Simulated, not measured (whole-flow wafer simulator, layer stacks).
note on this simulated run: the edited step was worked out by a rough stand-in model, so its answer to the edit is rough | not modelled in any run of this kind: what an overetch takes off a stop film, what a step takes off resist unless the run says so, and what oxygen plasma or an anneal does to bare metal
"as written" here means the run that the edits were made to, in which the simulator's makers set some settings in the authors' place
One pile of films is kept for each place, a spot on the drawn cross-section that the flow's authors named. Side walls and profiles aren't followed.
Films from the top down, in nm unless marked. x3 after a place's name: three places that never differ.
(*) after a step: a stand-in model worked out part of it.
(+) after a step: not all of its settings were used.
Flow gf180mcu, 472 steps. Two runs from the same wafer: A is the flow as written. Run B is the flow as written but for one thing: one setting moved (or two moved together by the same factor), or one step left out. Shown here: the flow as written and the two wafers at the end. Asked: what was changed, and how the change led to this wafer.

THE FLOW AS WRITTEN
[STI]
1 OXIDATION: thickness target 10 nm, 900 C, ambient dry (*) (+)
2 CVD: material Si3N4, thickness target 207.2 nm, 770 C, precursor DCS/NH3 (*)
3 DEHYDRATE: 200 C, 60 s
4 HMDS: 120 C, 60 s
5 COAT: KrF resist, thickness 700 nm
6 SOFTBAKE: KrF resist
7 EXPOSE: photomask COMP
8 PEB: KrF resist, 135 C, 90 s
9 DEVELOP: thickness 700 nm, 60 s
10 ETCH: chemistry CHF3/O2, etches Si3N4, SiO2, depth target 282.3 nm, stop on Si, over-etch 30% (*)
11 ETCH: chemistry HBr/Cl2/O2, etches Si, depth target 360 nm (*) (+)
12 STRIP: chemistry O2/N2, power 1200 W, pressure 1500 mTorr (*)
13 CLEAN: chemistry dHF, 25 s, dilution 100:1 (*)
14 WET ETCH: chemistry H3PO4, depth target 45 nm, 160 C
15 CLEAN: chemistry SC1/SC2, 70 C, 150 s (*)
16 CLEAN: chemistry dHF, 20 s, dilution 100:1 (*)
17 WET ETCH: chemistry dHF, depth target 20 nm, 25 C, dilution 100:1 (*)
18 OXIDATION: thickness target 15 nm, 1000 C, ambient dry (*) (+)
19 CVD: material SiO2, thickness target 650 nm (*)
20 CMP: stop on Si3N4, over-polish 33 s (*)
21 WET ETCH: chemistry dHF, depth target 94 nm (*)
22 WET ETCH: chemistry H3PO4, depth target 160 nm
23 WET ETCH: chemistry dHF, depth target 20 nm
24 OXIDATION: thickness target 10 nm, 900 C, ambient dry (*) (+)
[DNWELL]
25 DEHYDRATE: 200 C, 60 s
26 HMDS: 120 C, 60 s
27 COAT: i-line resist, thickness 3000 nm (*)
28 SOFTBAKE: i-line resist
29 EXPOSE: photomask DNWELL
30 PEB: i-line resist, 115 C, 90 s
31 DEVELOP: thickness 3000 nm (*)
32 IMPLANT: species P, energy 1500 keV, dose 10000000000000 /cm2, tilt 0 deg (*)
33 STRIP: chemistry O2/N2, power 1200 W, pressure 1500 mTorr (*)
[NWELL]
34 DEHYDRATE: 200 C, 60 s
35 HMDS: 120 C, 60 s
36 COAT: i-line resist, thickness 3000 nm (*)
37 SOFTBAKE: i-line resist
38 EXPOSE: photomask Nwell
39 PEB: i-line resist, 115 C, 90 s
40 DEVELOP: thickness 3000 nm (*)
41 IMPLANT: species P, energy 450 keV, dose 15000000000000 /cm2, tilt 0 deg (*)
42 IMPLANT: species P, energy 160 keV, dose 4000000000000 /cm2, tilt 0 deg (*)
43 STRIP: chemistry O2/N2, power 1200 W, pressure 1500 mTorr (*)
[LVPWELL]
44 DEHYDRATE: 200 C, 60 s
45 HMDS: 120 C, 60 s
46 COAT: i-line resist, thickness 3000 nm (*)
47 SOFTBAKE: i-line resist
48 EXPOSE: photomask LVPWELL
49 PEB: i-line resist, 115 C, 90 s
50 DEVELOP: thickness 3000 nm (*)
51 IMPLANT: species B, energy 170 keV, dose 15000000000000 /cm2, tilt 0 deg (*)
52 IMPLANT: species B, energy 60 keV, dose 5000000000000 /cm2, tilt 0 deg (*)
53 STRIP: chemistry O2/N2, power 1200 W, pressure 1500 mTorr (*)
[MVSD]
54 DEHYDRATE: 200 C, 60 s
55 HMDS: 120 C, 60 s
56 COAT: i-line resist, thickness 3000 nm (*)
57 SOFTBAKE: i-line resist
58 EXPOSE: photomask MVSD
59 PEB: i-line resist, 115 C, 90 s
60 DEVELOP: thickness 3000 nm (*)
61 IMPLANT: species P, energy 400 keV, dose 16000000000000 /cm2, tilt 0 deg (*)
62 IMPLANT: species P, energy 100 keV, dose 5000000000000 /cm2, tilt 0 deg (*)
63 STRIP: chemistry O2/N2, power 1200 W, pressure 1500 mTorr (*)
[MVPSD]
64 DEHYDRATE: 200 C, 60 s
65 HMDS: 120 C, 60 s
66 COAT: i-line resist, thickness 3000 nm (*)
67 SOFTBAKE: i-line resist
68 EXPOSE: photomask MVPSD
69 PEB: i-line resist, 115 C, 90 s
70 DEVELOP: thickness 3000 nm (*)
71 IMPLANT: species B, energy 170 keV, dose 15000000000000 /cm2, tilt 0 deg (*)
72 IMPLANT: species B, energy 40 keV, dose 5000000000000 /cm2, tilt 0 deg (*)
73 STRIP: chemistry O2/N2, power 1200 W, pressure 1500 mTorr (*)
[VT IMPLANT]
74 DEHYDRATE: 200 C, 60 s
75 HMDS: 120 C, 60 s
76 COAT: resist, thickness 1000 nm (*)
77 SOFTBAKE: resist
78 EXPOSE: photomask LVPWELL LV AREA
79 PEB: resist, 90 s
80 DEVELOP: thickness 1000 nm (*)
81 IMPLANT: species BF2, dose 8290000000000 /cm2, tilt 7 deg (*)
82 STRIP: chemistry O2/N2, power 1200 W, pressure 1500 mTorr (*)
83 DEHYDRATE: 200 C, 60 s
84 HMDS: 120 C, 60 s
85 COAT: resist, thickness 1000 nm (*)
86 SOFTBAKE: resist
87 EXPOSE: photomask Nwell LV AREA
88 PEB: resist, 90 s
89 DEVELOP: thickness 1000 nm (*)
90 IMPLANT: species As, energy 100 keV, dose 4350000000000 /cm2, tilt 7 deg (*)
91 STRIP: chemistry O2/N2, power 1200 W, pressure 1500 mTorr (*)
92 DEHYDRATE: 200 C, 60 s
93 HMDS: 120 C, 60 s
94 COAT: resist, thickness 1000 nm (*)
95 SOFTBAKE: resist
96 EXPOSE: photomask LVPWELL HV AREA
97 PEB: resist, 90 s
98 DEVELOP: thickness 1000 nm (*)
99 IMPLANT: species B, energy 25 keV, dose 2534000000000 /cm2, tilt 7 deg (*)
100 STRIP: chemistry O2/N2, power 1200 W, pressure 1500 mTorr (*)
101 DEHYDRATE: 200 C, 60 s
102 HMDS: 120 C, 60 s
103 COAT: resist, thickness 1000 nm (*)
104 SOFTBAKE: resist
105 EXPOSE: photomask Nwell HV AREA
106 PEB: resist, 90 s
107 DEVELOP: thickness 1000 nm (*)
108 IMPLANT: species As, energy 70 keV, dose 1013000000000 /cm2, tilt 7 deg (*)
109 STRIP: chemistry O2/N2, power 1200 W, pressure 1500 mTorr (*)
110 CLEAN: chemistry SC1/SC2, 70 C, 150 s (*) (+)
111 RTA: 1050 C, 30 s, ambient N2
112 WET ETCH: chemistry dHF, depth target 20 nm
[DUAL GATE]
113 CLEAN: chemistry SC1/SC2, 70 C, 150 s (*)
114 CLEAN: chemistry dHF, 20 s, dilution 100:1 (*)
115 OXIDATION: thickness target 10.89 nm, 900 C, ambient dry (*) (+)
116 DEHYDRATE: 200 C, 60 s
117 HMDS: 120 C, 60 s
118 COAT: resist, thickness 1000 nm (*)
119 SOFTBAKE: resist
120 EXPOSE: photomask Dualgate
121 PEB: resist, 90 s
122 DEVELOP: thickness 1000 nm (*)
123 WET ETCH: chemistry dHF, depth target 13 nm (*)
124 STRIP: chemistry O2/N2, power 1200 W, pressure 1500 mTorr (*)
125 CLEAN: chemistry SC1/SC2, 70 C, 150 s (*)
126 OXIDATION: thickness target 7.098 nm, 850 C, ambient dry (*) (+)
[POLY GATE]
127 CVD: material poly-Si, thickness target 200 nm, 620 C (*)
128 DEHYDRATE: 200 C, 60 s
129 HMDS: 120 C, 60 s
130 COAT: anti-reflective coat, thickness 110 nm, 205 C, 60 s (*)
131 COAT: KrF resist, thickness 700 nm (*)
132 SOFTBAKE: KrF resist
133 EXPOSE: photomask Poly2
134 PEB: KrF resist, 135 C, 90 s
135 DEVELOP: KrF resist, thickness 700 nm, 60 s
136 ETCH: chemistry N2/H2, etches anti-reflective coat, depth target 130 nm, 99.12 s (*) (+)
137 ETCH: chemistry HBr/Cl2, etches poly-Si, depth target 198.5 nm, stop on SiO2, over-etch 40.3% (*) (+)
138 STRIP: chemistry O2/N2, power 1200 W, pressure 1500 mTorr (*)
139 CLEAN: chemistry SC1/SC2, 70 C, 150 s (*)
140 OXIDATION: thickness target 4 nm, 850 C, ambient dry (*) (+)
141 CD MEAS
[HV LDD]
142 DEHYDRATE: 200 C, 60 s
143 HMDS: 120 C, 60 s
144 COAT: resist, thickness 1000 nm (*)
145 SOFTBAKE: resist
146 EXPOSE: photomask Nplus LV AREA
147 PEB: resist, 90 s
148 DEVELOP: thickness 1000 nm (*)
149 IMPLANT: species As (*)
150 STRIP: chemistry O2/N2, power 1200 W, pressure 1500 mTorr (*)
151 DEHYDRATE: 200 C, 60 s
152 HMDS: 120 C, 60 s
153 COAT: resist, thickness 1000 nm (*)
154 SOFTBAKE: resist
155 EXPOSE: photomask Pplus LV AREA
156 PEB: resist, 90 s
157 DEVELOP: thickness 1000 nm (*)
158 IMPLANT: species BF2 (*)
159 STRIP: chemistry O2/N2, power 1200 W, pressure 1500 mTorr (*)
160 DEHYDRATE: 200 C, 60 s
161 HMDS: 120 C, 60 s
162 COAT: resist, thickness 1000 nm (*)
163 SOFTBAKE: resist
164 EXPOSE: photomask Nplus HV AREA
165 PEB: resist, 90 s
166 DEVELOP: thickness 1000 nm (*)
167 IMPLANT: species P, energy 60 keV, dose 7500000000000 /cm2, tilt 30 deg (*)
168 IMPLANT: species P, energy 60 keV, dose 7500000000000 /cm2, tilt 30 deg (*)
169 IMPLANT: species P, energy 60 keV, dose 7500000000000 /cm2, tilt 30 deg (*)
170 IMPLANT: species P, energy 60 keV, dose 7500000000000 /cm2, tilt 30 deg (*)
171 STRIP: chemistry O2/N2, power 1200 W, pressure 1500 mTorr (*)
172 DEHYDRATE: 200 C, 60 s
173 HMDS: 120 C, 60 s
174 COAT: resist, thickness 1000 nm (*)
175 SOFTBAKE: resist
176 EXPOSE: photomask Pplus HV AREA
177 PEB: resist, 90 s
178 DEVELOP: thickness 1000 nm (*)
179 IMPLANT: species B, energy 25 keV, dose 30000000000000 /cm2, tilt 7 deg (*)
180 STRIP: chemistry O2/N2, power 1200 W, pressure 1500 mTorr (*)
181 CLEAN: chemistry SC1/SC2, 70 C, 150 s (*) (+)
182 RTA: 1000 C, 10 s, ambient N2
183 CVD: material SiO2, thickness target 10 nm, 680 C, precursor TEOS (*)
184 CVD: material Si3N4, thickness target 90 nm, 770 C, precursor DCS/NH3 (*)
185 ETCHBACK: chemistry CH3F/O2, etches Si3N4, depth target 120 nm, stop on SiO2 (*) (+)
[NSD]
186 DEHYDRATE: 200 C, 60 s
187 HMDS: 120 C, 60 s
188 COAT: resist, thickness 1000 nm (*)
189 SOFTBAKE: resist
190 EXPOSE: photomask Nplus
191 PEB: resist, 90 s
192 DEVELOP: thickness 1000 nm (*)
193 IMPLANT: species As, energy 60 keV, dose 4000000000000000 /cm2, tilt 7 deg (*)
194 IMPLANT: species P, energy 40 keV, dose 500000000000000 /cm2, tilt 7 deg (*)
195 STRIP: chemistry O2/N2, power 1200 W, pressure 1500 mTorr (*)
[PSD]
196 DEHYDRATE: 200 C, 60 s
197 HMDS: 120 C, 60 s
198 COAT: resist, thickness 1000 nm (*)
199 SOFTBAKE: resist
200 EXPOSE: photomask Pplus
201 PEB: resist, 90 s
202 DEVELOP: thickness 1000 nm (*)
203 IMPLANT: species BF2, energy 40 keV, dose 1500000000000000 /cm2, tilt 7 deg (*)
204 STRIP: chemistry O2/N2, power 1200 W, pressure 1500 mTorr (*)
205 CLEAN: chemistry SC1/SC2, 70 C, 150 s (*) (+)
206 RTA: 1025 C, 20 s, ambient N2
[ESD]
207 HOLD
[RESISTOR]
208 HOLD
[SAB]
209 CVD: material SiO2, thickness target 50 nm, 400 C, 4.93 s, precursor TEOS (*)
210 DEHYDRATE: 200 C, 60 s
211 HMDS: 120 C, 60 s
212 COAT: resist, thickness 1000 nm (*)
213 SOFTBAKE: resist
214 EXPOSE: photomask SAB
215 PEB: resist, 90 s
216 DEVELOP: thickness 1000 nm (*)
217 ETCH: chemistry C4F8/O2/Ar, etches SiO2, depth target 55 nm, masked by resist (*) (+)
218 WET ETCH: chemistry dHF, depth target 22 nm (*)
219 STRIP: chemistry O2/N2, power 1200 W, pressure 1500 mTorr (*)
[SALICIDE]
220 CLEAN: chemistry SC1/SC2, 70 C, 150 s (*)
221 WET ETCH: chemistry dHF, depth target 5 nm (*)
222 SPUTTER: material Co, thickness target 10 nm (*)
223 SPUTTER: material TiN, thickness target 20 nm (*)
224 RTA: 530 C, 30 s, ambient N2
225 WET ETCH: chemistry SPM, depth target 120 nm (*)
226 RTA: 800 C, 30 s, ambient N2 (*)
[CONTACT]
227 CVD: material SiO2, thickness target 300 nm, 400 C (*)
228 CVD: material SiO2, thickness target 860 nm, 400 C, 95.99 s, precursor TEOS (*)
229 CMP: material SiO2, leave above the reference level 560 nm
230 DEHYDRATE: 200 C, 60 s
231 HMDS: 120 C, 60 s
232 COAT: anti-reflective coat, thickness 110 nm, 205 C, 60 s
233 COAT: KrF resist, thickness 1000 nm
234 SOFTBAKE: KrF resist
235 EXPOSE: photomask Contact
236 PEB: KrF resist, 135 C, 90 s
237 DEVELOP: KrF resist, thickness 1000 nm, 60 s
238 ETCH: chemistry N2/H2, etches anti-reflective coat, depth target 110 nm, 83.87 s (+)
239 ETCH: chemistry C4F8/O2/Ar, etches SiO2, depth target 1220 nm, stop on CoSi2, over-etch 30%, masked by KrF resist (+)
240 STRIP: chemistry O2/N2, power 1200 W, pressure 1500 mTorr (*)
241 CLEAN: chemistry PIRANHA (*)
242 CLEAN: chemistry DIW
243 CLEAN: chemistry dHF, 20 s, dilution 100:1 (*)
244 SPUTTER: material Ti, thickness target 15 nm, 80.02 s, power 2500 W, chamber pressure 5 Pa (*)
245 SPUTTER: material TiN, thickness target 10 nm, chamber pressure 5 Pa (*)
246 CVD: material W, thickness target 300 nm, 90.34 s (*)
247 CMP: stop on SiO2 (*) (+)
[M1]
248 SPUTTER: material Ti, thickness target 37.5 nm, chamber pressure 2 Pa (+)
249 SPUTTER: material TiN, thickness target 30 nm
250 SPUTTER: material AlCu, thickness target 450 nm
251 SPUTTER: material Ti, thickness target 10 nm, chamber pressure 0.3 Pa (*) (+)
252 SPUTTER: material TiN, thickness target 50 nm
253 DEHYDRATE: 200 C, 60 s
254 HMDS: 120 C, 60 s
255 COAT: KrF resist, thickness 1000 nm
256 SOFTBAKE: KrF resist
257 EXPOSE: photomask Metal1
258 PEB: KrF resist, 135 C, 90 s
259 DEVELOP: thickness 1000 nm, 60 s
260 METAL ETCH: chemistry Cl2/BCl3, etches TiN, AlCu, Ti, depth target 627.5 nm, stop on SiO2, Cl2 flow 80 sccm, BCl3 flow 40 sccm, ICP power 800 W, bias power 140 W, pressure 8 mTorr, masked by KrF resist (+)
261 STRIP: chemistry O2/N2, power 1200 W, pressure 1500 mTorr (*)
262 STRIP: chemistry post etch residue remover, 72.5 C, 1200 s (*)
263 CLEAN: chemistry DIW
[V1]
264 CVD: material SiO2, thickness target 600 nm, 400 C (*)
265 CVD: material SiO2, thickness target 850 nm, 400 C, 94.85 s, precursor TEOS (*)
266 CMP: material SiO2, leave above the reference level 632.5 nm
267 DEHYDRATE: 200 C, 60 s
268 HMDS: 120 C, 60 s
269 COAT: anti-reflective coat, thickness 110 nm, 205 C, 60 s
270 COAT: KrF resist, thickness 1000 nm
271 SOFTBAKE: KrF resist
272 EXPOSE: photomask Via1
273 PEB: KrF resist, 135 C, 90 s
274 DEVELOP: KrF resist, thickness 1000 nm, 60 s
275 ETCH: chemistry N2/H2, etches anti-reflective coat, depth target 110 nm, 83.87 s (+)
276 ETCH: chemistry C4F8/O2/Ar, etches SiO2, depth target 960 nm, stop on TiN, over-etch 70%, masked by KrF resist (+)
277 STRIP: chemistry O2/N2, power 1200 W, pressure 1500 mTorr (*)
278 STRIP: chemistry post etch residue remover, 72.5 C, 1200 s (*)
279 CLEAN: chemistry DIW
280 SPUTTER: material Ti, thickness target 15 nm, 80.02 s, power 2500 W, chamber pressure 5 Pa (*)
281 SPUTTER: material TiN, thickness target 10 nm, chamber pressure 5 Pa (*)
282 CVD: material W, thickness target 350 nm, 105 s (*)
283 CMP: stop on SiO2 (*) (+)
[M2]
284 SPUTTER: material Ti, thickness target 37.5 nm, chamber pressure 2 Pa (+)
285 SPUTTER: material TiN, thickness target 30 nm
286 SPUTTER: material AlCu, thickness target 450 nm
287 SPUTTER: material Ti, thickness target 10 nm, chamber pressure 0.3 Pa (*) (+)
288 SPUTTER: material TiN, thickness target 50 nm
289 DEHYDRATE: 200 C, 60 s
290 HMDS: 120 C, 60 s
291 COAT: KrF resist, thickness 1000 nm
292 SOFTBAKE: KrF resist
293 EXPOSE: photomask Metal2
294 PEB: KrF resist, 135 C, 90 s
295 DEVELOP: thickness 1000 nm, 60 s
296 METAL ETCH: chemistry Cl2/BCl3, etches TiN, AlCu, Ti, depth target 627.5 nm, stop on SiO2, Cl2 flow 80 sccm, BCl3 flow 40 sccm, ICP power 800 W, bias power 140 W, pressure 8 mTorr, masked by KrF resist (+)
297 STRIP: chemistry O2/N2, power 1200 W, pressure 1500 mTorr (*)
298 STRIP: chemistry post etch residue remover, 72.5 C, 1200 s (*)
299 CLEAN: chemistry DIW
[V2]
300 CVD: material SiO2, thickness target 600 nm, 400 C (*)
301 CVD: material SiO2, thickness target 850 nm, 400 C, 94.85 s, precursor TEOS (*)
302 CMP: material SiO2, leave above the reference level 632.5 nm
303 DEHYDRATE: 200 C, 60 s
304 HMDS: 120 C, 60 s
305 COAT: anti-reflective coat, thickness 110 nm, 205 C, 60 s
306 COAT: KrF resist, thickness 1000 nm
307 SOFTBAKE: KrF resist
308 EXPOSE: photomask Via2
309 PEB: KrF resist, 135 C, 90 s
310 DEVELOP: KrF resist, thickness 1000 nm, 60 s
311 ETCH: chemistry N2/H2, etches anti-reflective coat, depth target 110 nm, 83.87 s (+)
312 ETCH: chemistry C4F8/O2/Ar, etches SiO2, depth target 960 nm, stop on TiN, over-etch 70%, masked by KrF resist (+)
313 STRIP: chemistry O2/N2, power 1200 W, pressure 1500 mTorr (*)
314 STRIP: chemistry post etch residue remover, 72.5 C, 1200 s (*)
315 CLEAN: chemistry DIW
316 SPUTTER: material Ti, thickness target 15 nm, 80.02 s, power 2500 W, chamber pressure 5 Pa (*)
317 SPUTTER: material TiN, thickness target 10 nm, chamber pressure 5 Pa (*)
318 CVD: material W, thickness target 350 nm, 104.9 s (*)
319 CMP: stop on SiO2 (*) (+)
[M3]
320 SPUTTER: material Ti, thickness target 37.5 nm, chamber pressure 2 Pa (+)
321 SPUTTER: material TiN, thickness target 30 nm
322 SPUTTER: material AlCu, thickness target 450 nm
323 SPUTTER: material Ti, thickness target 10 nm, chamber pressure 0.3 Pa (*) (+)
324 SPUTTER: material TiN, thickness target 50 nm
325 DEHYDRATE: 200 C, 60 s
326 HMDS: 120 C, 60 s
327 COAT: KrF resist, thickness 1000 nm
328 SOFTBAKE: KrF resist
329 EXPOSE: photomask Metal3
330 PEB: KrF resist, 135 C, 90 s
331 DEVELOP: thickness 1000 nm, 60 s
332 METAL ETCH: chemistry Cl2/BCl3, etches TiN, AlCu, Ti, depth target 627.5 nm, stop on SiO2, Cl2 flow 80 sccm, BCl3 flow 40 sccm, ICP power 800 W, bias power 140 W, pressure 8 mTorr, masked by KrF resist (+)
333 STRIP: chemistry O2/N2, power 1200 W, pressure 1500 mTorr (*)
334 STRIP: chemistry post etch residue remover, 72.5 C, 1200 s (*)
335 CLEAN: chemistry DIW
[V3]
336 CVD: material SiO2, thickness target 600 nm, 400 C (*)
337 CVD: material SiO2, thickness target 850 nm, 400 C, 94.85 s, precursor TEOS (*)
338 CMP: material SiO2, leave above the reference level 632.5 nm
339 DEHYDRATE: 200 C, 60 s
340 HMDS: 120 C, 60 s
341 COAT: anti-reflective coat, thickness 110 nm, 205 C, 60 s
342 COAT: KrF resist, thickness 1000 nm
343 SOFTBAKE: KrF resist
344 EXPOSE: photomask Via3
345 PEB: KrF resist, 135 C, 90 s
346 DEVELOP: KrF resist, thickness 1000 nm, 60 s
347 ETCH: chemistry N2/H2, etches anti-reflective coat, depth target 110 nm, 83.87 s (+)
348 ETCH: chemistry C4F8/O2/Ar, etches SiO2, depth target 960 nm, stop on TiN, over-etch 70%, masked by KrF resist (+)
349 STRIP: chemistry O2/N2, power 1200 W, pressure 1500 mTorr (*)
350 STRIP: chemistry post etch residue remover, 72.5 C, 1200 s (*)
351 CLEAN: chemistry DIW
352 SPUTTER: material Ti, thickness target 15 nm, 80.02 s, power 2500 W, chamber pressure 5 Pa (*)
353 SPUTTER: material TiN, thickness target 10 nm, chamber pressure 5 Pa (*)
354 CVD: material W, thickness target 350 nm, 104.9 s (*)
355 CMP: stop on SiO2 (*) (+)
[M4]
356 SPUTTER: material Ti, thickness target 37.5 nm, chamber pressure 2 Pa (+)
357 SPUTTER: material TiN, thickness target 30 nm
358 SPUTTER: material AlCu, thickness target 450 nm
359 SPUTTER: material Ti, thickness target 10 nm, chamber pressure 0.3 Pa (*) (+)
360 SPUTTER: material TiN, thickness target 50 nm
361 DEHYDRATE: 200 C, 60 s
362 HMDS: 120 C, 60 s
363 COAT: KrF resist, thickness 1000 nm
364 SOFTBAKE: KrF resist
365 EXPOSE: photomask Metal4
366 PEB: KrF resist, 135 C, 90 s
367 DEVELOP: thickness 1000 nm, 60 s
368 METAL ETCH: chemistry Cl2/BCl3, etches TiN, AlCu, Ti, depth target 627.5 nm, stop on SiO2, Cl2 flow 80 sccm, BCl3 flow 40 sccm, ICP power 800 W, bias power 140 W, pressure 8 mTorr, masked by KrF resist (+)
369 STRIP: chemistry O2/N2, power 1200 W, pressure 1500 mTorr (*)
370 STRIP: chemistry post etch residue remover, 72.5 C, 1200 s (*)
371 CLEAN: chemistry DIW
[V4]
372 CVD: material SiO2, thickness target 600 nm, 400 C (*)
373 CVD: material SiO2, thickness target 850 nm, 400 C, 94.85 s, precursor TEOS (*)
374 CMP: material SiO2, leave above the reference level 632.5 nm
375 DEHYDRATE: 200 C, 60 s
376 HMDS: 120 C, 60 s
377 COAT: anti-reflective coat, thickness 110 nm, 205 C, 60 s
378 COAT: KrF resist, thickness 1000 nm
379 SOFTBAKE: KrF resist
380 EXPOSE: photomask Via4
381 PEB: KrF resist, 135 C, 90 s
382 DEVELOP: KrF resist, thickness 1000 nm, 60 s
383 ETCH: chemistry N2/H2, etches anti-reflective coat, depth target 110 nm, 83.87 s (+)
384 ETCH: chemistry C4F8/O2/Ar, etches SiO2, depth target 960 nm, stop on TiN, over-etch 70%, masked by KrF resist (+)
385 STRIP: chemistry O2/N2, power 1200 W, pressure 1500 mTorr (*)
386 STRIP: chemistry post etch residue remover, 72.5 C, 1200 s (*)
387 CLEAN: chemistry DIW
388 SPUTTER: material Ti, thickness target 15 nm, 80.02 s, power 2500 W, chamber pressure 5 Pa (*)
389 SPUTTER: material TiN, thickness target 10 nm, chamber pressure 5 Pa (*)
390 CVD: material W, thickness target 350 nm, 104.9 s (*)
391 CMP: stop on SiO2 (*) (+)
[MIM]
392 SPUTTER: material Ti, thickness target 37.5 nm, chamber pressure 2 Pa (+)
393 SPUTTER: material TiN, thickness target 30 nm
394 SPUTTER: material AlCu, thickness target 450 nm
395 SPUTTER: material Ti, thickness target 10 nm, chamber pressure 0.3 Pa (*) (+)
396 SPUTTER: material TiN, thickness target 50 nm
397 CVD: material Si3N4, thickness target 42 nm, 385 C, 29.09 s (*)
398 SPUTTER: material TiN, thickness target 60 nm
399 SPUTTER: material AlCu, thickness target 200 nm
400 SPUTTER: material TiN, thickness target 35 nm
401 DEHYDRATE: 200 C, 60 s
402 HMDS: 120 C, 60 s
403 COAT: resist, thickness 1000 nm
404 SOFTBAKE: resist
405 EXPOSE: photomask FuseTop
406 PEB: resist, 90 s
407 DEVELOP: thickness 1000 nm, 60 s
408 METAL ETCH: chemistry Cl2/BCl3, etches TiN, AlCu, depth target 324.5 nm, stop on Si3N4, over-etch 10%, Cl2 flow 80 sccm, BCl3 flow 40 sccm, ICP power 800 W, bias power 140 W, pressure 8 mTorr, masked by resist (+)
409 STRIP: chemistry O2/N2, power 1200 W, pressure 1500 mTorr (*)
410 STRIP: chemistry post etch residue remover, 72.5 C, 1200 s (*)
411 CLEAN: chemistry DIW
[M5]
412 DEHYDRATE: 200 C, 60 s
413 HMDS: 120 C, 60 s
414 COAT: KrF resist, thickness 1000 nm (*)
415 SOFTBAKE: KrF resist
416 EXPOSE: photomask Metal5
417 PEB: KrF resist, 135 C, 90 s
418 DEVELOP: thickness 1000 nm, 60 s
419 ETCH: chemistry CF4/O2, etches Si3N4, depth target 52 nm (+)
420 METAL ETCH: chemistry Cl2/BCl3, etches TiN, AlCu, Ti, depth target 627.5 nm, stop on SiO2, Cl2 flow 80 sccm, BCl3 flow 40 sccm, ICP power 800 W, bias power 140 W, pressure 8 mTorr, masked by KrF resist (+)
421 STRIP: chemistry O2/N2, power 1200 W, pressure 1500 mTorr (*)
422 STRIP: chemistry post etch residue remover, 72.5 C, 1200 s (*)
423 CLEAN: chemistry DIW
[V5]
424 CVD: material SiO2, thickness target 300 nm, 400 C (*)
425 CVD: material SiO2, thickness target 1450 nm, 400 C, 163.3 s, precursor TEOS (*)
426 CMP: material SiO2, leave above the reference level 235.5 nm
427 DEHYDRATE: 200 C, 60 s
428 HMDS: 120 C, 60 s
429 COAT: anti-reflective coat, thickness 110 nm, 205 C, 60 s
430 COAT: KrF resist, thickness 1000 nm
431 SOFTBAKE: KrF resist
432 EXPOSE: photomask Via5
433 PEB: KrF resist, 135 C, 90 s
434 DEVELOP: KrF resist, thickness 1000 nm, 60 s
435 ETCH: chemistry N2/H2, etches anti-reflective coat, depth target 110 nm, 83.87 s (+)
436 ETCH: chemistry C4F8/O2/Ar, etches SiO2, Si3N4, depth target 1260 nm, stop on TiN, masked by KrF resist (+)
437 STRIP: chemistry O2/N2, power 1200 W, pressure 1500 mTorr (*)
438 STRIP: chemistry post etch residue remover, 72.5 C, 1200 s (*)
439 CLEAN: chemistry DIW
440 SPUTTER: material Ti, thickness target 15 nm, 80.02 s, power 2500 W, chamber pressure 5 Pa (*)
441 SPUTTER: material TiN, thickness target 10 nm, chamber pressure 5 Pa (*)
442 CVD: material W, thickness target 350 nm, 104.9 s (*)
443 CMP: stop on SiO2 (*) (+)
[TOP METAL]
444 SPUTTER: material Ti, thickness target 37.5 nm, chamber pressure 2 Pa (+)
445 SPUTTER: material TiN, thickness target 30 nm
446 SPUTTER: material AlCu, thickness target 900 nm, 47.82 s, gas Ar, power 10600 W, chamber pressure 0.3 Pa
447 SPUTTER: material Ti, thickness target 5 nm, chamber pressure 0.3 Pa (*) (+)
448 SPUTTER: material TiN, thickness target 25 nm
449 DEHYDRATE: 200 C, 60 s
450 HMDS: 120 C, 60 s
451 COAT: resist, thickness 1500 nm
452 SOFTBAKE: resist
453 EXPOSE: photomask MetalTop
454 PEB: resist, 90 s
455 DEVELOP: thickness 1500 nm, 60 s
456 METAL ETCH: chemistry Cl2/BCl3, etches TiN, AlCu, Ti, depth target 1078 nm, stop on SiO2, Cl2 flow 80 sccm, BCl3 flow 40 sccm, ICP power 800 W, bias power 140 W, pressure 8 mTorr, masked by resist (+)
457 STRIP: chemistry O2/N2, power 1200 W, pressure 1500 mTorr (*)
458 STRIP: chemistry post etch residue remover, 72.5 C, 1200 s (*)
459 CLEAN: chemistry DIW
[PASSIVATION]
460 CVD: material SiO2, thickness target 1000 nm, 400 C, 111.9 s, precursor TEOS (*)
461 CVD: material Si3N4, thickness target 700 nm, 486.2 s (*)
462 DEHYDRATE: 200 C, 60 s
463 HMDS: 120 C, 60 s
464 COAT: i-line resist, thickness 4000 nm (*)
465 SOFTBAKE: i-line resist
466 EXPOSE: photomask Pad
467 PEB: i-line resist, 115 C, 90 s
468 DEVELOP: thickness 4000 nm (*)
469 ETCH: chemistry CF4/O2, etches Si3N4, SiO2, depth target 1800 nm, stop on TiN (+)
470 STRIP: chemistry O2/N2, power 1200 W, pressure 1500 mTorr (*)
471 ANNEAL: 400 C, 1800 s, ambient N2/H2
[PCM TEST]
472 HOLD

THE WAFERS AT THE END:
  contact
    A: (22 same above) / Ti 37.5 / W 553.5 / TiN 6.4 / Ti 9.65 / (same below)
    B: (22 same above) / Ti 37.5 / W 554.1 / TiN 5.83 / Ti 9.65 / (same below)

The cause: step 353, SPUTTER: chamber pressure 3.2 Pa was run, where the flow has chamber pressure 5 Pa.

How the change led to this, step by step:
  353 SPUTTER: material TiN, thickness target 10 nm, chamber pressure 5 Pa (*)
      contact: A TiN +6.4 (new film) | B TiN +5.83 (new film)
